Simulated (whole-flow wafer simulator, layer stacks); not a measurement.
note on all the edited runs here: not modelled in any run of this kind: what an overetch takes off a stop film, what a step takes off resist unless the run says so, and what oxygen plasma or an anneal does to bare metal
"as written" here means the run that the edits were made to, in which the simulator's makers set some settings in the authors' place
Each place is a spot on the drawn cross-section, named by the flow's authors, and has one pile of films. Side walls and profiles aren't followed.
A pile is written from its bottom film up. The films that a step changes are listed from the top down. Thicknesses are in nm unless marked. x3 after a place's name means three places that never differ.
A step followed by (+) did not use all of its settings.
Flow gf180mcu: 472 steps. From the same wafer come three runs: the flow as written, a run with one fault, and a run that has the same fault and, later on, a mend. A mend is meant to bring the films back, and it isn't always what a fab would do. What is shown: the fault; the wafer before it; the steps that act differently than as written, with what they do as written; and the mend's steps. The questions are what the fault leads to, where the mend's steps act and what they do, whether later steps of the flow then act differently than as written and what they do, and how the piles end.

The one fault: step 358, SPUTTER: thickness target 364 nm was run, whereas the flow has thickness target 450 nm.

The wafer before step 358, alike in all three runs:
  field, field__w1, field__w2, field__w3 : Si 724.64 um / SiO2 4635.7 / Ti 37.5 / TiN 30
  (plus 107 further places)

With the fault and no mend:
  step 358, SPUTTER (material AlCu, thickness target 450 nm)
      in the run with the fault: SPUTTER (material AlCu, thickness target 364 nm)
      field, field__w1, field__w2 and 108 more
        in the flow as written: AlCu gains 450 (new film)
        in the run with the fault: AlCu gains 364 (new film)
  Steps further on in the flow that do not act as written:
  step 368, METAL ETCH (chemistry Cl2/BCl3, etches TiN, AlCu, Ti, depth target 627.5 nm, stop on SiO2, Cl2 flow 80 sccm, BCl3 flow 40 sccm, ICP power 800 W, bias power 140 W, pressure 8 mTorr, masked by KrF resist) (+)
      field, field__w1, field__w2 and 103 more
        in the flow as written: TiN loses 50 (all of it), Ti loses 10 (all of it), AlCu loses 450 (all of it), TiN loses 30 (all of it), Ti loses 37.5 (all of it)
        in the run with the fault: TiN loses 50 (all of it), Ti loses 10 (all of it), AlCu loses 364 (all of it), TiN loses 30 (all of it), Ti loses 37.5 (all of it)
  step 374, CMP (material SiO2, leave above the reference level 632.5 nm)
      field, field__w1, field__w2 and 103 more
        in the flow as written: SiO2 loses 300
        in the run with the fault: SiO2 loses 386
  The piles end different from the flow's at field__w8, contact, m1, m1__w1, m1_nw by more than 2% or 0.5 nm, whichever is larger.
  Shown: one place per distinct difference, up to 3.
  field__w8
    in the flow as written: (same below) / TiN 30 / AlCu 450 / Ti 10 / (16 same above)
    in the run with the fault: (same below) / TiN 30 / AlCu 364 / Ti 10 / (16 same above)
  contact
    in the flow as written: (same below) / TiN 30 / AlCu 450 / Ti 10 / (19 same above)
    in the run with the fault: (same below) / TiN 30 / AlCu 364 / Ti 10 / (19 same above)

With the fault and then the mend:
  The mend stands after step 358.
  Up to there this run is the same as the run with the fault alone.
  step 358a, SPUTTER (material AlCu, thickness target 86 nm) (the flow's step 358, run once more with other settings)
      field, field__w1, field__w2 and 108 more
        AlCu gains 86
  None of the later steps of the flow acts differently than as written at any place that is followed.
  By the end, the piles equal the flow's at every place that both follow.
